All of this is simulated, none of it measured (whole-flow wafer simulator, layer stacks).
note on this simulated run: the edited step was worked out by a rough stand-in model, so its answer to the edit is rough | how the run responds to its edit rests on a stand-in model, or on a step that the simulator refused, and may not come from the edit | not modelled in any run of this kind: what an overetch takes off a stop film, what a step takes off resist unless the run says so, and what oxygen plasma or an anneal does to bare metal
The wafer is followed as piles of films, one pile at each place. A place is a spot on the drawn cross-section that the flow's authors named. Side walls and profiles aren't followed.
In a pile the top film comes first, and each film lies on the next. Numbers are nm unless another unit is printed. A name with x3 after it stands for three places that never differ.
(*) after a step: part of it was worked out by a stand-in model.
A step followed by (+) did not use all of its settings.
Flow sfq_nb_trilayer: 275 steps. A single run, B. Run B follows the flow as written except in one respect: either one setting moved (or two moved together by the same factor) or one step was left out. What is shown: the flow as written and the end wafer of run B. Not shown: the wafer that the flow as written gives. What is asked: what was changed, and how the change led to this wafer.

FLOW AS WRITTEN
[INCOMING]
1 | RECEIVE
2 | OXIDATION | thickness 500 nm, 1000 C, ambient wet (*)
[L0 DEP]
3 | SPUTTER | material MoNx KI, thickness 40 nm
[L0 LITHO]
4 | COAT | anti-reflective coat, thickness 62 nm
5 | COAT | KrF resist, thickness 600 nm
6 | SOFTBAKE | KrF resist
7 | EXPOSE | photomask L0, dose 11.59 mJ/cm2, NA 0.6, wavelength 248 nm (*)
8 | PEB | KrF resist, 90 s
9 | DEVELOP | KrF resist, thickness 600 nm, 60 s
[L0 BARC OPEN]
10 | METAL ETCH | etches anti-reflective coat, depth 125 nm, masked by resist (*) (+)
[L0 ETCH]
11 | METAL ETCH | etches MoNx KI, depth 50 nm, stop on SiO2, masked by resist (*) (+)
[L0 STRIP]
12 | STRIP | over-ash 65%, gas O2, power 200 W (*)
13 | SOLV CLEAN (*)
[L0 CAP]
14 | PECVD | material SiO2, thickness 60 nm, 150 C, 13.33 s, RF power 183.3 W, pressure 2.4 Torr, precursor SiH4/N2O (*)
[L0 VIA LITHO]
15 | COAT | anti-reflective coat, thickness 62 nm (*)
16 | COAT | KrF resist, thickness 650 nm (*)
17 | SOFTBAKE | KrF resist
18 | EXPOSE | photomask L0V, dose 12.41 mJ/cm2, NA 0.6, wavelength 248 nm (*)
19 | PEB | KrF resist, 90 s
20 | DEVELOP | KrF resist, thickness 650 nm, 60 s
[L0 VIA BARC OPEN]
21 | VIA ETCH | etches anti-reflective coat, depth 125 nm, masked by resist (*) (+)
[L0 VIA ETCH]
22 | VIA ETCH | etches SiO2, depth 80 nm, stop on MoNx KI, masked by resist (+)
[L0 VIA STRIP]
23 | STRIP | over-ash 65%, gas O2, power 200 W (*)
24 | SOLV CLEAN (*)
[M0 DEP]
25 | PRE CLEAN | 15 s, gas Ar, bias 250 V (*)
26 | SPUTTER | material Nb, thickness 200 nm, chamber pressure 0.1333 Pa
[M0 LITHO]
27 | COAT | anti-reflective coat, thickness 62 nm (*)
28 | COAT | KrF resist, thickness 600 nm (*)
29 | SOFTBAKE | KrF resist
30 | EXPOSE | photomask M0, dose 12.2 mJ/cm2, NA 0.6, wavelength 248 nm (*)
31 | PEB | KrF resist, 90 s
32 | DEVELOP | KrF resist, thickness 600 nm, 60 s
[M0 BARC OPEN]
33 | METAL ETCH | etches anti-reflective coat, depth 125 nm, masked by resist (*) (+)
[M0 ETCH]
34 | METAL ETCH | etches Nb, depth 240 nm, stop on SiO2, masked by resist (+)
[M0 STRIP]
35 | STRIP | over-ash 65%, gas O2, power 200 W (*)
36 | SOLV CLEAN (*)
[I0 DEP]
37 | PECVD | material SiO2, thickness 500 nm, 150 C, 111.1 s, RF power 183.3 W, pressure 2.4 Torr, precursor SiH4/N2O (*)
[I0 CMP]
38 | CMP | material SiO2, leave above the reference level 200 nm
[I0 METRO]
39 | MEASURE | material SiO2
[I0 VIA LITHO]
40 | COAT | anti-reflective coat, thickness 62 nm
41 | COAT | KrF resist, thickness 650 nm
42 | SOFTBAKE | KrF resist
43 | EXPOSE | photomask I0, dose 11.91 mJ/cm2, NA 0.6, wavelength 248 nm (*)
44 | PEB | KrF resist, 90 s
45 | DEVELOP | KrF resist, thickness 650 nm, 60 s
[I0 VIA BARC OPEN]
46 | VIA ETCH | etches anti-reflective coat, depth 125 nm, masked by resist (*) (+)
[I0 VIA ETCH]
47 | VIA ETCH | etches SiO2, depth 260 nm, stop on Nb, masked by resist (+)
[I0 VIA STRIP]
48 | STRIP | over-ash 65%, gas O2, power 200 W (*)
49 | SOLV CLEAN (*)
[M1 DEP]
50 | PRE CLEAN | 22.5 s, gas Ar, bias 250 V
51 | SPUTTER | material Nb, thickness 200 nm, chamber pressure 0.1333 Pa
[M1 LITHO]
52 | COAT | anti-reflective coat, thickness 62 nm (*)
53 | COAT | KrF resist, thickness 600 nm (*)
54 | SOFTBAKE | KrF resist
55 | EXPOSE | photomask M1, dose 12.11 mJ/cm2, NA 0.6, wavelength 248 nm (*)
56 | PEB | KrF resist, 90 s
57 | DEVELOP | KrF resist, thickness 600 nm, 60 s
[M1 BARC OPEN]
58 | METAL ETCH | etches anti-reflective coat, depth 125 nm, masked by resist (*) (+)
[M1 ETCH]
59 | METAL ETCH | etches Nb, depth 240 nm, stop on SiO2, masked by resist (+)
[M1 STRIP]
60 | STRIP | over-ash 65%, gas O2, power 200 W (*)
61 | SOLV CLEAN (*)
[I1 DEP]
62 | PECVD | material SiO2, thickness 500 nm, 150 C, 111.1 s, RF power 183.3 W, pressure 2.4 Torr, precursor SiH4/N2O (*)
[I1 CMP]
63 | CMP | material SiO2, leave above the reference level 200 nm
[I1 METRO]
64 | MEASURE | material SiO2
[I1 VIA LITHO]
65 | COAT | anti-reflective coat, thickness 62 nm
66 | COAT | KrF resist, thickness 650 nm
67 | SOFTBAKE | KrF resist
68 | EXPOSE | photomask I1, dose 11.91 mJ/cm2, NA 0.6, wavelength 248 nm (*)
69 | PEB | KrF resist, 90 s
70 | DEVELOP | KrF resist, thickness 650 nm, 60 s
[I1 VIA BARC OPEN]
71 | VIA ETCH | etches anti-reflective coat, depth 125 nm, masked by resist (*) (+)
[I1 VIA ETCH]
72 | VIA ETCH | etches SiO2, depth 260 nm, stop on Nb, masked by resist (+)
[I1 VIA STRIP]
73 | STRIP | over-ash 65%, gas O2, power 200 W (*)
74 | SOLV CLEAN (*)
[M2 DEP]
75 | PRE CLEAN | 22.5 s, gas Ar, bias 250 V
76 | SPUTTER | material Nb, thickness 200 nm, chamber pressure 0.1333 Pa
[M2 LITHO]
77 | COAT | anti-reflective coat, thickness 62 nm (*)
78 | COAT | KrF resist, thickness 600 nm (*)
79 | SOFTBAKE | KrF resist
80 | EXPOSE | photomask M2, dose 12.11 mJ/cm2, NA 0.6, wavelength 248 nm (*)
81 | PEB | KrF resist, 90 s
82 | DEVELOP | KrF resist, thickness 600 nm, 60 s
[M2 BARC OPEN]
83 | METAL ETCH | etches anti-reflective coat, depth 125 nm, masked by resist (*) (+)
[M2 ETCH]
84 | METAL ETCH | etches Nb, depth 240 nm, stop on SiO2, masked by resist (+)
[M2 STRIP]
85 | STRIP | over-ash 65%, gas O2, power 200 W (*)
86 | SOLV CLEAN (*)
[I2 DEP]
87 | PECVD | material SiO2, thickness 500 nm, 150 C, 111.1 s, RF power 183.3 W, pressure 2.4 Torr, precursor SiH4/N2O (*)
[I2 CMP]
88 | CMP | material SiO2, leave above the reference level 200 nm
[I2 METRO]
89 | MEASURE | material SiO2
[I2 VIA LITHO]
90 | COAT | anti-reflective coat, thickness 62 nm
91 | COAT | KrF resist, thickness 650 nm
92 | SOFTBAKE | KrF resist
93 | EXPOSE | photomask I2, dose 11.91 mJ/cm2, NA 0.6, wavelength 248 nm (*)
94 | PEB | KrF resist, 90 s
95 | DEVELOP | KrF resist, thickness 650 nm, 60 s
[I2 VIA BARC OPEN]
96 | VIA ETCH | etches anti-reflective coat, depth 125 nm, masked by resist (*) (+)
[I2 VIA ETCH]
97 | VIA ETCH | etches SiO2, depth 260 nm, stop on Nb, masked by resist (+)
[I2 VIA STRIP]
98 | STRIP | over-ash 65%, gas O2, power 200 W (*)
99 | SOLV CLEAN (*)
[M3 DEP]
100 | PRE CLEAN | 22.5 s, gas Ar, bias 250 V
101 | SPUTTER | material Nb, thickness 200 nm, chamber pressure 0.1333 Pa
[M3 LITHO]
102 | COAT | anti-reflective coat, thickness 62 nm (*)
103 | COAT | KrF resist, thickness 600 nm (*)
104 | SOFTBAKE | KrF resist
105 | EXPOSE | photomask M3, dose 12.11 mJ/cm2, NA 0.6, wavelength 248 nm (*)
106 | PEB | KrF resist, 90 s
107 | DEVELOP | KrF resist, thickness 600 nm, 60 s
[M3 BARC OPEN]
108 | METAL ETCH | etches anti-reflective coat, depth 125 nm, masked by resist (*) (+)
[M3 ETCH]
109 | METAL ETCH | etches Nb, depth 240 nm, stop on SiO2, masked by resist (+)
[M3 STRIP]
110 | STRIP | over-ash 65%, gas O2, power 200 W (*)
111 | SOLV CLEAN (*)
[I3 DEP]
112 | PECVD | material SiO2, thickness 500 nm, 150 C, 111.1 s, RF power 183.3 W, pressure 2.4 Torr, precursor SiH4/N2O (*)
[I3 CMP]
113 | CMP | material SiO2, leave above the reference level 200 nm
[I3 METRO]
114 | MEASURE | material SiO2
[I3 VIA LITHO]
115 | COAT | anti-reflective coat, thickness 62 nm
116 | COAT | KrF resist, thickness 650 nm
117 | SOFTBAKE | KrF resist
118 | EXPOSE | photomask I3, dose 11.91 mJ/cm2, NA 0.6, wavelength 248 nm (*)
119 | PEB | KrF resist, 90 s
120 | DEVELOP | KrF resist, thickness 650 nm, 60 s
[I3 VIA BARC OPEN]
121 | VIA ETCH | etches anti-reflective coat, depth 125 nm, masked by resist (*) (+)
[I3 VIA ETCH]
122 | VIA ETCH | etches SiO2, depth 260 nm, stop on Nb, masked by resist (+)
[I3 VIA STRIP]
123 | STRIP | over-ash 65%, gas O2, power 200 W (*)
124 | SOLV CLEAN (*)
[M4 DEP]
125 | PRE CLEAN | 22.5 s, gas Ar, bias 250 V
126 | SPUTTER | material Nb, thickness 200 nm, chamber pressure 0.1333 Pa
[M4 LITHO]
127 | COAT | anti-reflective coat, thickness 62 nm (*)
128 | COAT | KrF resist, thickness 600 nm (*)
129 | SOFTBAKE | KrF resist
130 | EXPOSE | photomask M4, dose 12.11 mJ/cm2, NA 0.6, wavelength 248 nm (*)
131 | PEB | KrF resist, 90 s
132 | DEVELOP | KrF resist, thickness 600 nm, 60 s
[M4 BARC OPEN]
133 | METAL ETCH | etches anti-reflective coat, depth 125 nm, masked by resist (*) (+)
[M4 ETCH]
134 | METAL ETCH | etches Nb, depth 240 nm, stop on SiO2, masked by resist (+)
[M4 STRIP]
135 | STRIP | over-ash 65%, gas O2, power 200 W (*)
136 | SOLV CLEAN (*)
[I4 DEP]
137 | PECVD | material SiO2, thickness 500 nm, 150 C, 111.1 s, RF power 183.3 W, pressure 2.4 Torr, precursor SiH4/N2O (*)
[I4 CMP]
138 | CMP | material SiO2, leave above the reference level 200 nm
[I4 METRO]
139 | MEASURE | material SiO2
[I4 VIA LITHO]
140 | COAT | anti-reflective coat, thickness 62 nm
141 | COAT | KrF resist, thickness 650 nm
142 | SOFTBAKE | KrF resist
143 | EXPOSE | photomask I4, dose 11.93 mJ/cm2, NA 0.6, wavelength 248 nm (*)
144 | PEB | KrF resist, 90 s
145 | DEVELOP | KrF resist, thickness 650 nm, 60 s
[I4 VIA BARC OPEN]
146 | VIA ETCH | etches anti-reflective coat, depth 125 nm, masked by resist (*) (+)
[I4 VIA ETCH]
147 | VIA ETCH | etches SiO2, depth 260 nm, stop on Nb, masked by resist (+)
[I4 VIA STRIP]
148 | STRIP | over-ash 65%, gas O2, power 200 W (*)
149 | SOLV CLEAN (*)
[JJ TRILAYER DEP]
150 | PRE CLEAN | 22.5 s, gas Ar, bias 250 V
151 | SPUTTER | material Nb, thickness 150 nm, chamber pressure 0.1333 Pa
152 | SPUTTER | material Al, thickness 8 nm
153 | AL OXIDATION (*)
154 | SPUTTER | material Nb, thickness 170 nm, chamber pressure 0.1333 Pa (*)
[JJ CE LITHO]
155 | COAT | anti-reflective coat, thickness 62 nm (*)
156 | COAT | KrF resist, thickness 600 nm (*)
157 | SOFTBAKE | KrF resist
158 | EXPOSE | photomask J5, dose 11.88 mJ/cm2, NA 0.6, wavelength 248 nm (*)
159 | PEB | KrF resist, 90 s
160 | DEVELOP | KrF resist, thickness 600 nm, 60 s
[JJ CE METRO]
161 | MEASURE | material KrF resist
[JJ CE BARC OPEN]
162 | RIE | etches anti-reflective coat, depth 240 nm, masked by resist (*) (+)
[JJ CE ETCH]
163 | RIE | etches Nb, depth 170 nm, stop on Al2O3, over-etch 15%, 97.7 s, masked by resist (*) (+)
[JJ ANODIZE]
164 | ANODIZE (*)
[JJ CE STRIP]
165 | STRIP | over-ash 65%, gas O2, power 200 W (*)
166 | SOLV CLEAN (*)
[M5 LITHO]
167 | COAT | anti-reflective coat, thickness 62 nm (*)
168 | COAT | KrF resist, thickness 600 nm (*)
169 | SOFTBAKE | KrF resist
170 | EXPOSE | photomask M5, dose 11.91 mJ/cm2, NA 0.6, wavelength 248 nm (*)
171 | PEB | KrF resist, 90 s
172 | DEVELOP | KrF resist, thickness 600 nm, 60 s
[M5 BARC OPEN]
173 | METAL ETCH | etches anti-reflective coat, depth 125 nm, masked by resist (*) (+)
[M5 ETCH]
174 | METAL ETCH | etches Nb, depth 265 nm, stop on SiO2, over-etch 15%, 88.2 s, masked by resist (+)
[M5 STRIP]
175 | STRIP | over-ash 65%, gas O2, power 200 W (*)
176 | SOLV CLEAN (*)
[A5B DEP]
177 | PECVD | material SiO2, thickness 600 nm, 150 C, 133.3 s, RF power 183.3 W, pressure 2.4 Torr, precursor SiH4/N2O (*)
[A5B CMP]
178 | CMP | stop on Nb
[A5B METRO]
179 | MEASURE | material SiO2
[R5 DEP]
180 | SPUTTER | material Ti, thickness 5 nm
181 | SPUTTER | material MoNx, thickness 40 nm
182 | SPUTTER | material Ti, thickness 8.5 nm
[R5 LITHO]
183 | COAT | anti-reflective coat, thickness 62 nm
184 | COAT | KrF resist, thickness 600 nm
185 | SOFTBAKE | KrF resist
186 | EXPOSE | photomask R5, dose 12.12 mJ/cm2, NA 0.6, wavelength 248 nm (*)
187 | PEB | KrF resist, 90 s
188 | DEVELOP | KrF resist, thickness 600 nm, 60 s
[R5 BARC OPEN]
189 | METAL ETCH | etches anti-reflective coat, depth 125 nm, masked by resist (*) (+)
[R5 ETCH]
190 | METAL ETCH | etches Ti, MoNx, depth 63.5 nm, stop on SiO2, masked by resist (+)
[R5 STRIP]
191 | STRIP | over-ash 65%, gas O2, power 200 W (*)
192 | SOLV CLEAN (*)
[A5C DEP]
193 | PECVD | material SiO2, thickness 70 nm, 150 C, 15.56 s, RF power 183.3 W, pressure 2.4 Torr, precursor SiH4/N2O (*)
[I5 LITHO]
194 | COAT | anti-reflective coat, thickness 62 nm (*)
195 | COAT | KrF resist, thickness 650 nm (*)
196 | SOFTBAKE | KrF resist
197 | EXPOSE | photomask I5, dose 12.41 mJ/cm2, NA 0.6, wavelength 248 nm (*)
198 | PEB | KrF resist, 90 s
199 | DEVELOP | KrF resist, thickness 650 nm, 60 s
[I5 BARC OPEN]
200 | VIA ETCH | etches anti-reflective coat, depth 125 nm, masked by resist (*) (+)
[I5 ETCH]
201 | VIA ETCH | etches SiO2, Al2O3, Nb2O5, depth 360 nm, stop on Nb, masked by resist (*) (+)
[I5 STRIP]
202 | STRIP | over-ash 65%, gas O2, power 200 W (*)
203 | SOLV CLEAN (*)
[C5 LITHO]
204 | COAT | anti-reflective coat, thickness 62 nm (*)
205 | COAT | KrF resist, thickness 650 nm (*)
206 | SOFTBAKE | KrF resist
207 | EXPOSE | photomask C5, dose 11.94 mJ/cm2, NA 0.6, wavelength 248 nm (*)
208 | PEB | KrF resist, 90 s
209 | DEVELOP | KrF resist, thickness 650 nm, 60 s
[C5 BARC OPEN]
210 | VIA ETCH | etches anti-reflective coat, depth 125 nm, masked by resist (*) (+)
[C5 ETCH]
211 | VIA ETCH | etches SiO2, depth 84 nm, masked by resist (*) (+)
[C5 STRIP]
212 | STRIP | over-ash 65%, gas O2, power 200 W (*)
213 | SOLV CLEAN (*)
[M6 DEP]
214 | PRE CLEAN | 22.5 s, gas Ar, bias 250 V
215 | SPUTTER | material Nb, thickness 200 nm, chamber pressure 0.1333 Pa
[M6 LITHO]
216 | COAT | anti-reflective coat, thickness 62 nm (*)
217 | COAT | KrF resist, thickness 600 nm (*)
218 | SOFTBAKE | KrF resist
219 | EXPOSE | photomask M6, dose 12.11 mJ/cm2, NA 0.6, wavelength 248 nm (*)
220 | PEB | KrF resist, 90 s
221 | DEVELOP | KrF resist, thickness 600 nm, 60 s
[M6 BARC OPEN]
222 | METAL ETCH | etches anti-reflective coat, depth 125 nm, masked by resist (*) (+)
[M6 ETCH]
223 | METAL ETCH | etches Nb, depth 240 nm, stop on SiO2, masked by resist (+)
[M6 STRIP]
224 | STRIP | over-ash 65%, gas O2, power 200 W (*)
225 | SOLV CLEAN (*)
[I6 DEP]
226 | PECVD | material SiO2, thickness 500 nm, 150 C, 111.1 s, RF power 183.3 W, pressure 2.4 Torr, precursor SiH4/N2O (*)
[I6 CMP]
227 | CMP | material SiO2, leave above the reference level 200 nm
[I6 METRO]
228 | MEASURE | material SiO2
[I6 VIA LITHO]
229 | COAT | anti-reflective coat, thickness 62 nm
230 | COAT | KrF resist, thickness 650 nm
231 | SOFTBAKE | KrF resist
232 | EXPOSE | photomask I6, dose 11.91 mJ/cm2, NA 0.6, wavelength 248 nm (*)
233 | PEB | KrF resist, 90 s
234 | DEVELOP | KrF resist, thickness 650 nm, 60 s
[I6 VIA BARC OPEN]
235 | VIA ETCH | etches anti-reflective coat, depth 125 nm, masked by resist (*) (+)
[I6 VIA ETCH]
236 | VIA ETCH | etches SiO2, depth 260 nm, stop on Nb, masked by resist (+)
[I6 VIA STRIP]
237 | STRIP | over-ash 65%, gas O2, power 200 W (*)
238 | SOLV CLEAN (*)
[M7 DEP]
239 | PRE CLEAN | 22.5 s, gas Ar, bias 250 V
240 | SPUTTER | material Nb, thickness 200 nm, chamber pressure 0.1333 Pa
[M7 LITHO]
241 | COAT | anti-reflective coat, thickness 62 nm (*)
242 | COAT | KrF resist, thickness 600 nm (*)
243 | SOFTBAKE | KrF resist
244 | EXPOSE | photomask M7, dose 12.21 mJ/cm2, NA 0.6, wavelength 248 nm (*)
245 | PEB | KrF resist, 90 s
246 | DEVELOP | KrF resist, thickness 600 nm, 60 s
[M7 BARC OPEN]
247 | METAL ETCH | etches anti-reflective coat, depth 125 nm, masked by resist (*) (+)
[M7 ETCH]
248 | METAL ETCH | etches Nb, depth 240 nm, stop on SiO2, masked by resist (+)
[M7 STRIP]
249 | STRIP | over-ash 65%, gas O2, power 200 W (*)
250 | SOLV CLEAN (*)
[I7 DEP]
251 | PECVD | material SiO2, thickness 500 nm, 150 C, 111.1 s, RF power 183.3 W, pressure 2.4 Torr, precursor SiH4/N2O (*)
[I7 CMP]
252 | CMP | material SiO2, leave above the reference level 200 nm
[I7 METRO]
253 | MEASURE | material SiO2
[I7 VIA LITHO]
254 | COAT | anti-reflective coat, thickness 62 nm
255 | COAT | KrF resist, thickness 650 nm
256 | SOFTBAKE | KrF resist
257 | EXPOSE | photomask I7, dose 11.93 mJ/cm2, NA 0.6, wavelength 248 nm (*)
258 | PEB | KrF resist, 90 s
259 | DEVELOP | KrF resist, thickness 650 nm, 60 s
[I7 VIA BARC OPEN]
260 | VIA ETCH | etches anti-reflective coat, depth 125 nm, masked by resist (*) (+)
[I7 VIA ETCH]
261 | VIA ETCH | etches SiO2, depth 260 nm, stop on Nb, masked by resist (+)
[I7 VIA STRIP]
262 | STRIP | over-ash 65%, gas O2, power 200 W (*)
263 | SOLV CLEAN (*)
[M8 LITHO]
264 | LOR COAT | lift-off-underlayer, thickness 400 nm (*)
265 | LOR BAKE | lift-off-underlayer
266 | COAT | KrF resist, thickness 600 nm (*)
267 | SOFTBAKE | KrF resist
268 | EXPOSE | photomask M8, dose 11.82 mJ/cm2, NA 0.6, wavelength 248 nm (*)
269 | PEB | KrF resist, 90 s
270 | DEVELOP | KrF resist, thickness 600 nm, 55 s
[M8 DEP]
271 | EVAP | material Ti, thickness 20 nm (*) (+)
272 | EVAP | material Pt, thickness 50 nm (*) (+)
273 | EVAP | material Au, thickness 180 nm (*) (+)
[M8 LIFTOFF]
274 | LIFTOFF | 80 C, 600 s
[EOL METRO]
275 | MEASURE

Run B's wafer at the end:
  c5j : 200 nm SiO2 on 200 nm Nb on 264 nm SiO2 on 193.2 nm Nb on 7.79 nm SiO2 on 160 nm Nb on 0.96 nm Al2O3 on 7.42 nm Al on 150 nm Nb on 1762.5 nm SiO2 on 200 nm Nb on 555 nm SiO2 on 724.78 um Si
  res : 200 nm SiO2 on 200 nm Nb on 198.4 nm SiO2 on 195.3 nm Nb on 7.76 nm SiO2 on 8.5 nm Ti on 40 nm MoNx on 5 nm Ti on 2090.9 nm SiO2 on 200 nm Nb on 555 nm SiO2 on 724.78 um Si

The reason: step 211, VIA ETCH: depth 54.6 nm was run, though the flow has depth 84 nm.

Step by step, how the change led to this:
  211 | VIA ETCH | etches SiO2, depth 84 nm, masked by resist (*) (+)
      c5j: SiO2 loses 54.6 (in the flow as written it would be: SiO2 loses 69.9 (all of it), Nb loses 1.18)
      res: SiO2 loses 54.6 (in the flow as written it would be: SiO2 loses 69.9 (all of it))
      (as well as at 104 more places)
  214 | PRE CLEAN | 22.5 s, gas Ar, bias 250 V
      c5j: SiO2 loses 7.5 (in the flow as written it would be: Nb loses 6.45)
      res: SiO2 loses 7.5 (in the flow as written it would be: Ti loses 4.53)
  215 | SPUTTER | material Nb, thickness 200 nm, chamber pressure 0.1333 Pa
      c5j: Nb gains 193.2 (new film) (in the flow as written it would be: Nb gains 188.4)
  216 | COAT | anti-reflective coat, thickness 62 nm (*)
      ce_l: anti-reflective coat gains 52 (new film) (in the flow as written it would be: anti-reflective coat gains 48 (new film))
      c5j: anti-reflective coat gains 99.5 (new film) (in the flow as written it would be: anti-reflective coat gains 110.7 (new film))
      (as well as at 3 more places)
  224 | STRIP | over-ash 65%, gas O2, power 200 W (*)
      ce_l: KrF resist loses 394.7 (all of it), anti-reflective coat loses 52 (all of it) (in the flow as written it would be: KrF resist loses 397.1 (all of it), anti-reflective coat loses 48 (all of it))
      c5j: KrF resist loses 411.2 (all of it), anti-reflective coat loses 99.5 (all of it) (in the flow as written it would be: KrF resist loses 418.3 (all of it), anti-reflective coat loses 110.7 (all of it))
      (as well as at 3 more places)
  226 | PECVD | material SiO2, thickness 500 nm, 150 C, 111.1 s, RF power 183.3 W, pressure 2.4 Torr, precursor SiH4/N2O (*)
      c5j: SiO2 gains 500 (new film) (in the flow as written it would be: SiO2 gains 514.7 (new film))
  227 | CMP | material SiO2, leave above the reference level 200 nm
      c5j: SiO2 loses 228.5 (in the flow as written it would be: SiO2 loses 223)
      res: SiO2 loses 294.1 (in the flow as written it would be: SiO2 loses 279.4)
Taking metal films that touch as one body, c5j has 5 bodies (between them, from the top down: SiO2 264; SiO2 7.79; Al2O3 0.96; SiO2 1762.5); the flow as written gives 4 bodies (between them, from the top down: SiO2 284.2; Al2O3 0.96; SiO2 1762.5).
Taking metal films that touch as one body, res has 4 bodies (between them, from the top down: SiO2 198.4; SiO2 7.76; SiO2 2090.9); the flow as written gives 3 bodies (between them, from the top down: SiO2 213.1; SiO2 2090.9).
